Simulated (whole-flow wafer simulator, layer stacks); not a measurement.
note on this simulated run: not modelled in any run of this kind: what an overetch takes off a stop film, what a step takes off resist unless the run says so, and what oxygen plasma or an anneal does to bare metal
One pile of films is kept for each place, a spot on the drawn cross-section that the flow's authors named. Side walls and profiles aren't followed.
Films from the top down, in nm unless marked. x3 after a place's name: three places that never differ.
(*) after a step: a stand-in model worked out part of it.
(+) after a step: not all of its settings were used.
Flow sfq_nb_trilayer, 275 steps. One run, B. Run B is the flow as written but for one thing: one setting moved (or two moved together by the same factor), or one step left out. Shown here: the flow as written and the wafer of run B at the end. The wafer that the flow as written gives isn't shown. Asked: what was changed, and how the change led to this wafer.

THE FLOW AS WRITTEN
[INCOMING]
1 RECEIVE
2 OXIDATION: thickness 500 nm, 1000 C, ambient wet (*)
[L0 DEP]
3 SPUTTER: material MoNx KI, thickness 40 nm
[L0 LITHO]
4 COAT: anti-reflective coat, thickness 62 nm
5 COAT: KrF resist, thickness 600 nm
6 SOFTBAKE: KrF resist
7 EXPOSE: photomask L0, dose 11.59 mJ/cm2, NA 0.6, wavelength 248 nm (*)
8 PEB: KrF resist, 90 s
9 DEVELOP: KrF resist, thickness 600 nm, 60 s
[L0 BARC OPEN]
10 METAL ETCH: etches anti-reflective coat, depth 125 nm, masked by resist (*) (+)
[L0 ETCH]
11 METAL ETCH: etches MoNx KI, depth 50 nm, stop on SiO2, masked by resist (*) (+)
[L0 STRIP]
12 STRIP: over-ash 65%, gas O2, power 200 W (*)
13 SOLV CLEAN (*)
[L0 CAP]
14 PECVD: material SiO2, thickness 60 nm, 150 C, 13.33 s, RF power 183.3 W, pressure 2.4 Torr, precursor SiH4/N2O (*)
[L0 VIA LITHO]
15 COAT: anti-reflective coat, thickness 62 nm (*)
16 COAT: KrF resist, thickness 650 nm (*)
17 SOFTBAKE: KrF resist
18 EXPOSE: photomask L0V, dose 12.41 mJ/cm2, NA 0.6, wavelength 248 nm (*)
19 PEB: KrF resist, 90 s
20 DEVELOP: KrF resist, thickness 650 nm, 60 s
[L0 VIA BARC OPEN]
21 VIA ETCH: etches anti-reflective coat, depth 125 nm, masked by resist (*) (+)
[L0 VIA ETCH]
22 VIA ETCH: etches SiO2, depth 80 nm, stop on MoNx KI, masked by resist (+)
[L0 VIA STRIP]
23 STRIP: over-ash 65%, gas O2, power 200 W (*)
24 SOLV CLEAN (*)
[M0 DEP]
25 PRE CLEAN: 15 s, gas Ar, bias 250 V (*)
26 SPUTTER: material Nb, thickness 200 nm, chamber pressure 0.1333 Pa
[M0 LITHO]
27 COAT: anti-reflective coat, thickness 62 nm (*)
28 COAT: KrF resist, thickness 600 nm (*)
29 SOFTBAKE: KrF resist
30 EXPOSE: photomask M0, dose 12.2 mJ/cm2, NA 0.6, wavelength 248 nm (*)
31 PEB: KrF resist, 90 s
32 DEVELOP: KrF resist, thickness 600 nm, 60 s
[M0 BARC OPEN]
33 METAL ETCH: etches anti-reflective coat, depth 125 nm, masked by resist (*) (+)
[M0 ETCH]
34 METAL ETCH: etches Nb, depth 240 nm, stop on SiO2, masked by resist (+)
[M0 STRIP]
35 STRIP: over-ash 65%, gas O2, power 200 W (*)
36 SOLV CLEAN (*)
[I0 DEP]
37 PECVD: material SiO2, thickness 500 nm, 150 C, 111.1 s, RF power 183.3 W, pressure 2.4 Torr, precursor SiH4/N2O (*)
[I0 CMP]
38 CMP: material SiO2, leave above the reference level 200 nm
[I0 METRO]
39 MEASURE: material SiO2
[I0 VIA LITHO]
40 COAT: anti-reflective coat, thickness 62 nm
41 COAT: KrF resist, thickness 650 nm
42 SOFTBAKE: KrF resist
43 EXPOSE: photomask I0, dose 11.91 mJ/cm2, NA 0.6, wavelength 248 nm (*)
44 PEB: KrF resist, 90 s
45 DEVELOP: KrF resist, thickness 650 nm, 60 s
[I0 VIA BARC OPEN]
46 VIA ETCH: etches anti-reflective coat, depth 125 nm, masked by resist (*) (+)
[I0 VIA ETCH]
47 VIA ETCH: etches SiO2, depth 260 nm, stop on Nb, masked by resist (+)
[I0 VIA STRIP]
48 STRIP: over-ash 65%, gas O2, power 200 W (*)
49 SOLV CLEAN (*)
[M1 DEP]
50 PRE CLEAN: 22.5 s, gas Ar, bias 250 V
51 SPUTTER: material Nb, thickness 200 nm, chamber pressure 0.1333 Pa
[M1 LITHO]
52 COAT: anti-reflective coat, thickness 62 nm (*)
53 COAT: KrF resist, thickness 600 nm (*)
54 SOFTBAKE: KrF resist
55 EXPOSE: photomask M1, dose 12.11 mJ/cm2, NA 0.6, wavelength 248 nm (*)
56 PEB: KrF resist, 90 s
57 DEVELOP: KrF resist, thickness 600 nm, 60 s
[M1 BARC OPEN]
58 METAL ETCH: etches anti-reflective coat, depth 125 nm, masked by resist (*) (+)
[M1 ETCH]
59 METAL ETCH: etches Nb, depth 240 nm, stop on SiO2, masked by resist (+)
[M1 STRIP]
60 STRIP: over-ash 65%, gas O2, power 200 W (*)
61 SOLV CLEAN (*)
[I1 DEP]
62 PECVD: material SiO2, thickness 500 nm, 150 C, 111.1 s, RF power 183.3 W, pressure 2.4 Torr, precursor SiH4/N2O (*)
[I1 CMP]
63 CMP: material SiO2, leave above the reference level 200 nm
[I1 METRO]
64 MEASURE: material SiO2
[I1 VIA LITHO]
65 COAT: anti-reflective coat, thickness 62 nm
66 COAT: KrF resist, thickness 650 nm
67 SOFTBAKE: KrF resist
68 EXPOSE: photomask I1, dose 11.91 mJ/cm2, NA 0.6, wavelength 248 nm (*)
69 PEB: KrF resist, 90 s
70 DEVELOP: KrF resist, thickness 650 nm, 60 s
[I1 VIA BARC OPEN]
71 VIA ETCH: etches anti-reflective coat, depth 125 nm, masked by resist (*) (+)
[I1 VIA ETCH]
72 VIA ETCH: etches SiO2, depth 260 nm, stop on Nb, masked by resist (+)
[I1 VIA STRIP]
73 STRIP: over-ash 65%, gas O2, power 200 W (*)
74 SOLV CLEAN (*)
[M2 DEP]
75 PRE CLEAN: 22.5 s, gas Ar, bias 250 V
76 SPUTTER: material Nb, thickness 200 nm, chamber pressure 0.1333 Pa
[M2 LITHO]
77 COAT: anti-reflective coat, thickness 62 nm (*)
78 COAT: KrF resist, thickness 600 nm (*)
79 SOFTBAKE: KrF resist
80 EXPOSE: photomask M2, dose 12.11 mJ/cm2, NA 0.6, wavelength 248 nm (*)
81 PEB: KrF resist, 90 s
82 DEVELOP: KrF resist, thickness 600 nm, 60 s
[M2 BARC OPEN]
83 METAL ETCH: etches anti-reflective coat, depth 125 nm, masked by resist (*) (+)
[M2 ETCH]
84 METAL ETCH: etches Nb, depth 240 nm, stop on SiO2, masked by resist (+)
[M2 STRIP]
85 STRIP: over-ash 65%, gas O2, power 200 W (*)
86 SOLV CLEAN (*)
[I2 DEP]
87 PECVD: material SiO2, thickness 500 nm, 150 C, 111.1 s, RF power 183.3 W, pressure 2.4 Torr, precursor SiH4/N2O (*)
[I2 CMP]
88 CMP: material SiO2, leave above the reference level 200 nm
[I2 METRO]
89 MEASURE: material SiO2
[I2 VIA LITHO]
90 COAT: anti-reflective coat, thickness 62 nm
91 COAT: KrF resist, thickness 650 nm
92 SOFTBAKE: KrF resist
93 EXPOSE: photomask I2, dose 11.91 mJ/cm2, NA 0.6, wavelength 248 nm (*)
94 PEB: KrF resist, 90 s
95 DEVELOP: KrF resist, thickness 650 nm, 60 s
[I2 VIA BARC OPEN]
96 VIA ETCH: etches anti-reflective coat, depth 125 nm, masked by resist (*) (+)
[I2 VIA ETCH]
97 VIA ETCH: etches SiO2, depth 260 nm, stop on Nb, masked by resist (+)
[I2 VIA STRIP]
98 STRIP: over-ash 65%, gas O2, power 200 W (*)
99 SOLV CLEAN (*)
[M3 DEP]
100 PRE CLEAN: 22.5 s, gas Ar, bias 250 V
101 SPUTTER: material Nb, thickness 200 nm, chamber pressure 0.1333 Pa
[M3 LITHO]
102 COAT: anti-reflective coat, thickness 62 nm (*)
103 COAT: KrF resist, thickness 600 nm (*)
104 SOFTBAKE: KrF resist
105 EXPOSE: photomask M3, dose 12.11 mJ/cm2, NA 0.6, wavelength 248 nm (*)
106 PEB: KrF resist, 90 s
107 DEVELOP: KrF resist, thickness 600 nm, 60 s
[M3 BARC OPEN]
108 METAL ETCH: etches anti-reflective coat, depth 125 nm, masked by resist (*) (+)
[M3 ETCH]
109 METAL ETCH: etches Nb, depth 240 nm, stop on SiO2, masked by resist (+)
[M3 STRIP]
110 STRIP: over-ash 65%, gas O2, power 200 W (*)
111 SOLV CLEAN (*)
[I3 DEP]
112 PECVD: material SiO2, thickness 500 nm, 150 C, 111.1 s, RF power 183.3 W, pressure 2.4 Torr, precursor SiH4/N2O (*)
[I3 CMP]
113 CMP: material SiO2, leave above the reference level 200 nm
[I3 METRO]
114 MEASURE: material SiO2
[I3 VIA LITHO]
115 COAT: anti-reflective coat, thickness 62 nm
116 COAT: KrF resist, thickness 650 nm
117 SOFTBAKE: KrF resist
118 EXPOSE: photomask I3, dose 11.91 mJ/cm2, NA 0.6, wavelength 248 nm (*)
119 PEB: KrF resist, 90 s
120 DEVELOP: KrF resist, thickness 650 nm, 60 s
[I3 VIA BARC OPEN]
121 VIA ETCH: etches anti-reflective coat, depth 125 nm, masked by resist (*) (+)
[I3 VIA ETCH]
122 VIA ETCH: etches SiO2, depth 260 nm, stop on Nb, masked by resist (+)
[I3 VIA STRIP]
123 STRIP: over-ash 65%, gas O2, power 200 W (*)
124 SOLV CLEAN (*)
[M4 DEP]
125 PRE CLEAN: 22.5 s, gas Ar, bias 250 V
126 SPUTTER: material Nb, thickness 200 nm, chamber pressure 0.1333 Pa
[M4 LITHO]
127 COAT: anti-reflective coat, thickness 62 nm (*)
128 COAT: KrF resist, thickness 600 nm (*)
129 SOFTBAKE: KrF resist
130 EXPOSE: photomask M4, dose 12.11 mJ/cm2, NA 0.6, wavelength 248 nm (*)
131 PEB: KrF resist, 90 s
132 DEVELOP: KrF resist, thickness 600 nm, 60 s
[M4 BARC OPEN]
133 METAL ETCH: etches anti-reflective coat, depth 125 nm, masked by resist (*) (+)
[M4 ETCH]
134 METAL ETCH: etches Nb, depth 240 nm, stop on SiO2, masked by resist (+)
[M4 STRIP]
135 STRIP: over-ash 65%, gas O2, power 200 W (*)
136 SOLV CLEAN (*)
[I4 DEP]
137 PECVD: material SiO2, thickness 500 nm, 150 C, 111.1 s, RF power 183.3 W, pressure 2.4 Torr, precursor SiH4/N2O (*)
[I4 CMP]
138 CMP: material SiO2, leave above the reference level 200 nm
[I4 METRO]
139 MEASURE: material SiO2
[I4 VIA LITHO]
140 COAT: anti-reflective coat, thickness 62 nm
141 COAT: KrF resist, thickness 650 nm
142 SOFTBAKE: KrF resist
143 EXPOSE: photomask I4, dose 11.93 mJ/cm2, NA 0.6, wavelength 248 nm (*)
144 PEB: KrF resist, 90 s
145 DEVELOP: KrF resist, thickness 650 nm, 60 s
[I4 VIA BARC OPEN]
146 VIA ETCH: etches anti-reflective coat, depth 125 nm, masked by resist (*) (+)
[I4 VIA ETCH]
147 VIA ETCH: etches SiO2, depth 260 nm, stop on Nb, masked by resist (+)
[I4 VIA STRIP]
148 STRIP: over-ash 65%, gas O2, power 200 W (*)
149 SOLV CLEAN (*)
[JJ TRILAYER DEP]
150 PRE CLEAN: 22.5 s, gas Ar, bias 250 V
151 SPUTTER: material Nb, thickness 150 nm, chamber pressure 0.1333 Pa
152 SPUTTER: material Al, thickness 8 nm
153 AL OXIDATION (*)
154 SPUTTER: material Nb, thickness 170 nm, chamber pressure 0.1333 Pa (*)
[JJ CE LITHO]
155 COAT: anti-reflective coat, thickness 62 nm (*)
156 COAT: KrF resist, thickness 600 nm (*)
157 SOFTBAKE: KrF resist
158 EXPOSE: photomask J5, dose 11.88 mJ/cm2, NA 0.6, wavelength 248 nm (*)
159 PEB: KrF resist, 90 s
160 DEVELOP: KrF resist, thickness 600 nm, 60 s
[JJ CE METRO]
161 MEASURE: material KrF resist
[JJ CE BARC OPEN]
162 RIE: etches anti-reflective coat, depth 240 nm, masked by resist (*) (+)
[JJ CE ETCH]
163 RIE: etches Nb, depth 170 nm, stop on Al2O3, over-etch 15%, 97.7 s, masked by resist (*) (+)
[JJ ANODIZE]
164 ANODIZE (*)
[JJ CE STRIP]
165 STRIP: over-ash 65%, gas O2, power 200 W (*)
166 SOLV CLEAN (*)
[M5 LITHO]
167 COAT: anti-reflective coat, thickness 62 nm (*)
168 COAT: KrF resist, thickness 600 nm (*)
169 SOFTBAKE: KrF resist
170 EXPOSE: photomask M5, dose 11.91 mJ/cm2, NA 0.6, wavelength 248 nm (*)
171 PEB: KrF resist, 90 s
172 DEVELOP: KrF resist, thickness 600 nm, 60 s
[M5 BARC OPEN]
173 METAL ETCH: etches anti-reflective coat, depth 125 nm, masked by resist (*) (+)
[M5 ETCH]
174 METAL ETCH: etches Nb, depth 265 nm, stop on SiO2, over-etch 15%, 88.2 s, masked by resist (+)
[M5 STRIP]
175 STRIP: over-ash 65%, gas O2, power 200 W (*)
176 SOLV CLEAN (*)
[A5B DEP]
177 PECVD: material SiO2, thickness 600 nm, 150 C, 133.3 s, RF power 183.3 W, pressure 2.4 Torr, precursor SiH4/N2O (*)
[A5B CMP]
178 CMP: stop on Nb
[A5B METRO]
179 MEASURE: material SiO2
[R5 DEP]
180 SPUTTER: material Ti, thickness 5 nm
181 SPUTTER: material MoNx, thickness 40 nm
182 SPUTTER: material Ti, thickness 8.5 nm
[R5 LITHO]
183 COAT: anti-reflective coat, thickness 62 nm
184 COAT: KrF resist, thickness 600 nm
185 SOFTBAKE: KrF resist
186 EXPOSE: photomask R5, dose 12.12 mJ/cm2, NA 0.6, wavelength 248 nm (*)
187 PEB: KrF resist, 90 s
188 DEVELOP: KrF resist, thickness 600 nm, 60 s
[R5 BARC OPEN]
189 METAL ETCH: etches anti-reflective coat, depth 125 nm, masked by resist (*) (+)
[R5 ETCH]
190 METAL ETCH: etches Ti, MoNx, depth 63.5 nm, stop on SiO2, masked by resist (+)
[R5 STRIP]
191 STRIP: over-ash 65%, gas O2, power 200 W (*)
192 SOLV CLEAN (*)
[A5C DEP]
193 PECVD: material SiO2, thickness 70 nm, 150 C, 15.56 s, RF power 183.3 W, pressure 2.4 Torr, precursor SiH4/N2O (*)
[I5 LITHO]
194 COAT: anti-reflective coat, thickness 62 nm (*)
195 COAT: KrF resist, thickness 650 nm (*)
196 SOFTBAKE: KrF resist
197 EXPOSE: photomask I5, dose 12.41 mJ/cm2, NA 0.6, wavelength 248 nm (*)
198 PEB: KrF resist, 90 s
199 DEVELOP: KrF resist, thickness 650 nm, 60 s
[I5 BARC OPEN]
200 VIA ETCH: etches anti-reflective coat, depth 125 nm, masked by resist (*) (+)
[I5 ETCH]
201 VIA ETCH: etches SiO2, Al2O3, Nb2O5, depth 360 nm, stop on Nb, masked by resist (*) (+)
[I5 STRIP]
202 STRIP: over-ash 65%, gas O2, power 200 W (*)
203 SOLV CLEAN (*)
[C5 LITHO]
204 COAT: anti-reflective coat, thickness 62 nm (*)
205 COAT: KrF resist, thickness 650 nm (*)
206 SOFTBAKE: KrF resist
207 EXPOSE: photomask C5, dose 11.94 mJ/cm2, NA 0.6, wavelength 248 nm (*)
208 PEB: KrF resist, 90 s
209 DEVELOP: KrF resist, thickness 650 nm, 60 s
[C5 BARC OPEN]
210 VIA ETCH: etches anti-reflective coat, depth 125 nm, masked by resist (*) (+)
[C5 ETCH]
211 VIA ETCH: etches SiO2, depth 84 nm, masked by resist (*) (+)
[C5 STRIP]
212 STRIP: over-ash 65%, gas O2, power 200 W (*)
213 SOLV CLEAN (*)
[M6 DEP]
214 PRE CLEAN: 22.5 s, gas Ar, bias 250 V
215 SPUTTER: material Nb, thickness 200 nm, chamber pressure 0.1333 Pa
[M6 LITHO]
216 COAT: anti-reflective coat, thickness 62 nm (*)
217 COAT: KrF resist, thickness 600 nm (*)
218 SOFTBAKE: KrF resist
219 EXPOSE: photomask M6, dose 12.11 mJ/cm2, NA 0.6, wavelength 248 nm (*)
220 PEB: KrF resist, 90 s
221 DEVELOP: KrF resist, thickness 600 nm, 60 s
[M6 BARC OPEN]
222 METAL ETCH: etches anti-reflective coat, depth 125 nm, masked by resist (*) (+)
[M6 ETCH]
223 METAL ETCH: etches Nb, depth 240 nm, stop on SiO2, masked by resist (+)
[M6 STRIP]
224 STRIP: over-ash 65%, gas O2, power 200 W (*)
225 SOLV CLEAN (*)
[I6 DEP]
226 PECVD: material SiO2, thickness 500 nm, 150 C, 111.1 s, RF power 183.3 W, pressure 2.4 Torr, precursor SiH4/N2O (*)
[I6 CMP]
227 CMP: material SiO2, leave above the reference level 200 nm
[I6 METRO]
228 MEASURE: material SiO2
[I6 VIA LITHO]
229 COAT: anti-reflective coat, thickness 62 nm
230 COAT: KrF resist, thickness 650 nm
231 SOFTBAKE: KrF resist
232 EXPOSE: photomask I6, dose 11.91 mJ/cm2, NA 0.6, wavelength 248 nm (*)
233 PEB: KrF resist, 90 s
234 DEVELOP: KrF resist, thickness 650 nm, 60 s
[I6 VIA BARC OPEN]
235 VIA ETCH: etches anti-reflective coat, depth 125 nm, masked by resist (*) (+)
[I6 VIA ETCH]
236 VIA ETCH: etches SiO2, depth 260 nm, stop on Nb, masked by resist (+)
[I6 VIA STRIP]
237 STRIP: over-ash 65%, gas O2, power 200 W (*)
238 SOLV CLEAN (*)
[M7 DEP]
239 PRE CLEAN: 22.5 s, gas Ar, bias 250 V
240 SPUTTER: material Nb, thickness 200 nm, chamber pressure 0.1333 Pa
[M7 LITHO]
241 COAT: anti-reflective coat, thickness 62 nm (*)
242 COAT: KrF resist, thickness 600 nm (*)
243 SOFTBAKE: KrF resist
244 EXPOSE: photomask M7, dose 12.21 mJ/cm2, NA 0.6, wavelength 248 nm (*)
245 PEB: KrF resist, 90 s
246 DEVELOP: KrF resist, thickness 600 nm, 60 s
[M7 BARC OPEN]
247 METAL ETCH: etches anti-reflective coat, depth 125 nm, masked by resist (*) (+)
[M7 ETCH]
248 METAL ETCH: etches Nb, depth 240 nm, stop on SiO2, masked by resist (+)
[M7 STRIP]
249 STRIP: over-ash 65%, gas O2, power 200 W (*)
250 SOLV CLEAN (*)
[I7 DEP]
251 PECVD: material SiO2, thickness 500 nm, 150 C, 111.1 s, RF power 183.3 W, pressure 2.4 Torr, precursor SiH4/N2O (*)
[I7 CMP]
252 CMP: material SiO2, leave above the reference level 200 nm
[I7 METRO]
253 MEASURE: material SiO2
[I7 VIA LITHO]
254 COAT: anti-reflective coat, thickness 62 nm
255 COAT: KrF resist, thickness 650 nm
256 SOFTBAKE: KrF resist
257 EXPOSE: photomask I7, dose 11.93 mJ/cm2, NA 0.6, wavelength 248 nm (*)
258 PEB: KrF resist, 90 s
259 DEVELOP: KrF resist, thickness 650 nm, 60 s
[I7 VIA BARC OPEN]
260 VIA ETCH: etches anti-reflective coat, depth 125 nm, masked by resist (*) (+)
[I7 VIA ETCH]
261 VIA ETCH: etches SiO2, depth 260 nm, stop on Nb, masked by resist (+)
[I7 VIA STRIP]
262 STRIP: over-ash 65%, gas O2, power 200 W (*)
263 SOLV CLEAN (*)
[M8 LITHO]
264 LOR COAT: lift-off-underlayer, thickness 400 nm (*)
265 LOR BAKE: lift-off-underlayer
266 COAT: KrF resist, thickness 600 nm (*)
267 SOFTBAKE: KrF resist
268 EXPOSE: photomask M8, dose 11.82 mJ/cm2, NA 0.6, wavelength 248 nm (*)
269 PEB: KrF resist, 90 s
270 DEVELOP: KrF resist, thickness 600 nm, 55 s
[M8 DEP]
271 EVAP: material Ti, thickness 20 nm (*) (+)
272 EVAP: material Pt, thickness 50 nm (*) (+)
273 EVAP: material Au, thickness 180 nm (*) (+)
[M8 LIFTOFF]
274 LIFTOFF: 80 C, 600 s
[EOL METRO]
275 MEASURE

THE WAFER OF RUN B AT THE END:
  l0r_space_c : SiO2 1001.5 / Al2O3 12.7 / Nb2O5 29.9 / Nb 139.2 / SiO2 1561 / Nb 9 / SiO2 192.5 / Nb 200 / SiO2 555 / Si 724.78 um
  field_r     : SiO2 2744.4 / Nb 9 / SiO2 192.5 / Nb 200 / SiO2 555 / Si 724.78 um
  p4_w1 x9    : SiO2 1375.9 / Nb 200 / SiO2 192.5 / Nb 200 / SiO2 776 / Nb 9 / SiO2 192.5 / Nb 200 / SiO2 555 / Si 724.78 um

The cause: step 59, METAL ETCH: depth 191 nm was run, where the flow has depth 240 nm.

How the change led to this, step by step:
  59 METAL ETCH: etches Nb, depth 240 nm, stop on SiO2, masked by resist (+)
      field_l, be, be_sur and 79 more: Nb -191 (as written it would be: Nb -200 (all of it))
      v_sur, via_wl, via_w and 21 more: KrF resist -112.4 (as written it would be: KrF resist -141.2)
  60 STRIP: over-ash 65%, gas O2, power 200 W (*)
      wl_j_sl, wl_jj, wl_j_sr and 13 more: KrF resist -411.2 (all of it), anti-reflective coat -62 (all of it) (as written it would be: KrF resist -382.4 (all of it), anti-reflective coat -62 (all of it))
      v_sur: KrF resist -394.7 (all of it), anti-reflective coat -61.1 (all of it) (as written it would be: KrF resist -365.9 (all of it), anti-reflective coat -61.1 (all of it))
      (and at 7 more places)
  62 PECVD: material SiO2, thickness 500 nm, 150 C, 111.1 s, RF power 183.3 W, pressure 2.4 Torr, precursor SiH4/N2O (*)
      field_l, be, be_sur and 72 more: SiO2 +500 (new film) (as written it would be: SiO2 +500)
      lsp_m, ln_m6, lsp_r, l0_sur, l0v: SiO2 +500 (new film) (as written it would be: SiO2 +494.9)
      (and at 2 more places)
  63 CMP: material SiO2, leave above the reference level 200 nm
      field_l, be, be_sur and 72 more: SiO2 -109 (as written it would be: SiO2 -100)
      lsp_m, ln_m6, lsp_r, l0_sur, l0v: SiO2 -109 (as written it would be: SiO2 -94.9)
Counting metal films that touch as one body, l0r_space_c has 3 bodies (between them, from the top down: SiO2 1561; SiO2 192.5); the flow as written gives 2 bodies (between them, from the top down: SiO2 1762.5).
Counting metal films that touch as one body, field_r has 2 bodies (between them, from the top down: SiO2 192.5); the flow as written gives 1 body.
Counting metal films that touch as one body, p4_w1 x9 has 4 bodies (between them, from the top down: SiO2 192.5; SiO2 776; SiO2 192.5); the flow as written gives 3 bodies (between them, from the top down: SiO2 192.5; SiO2 977.5).
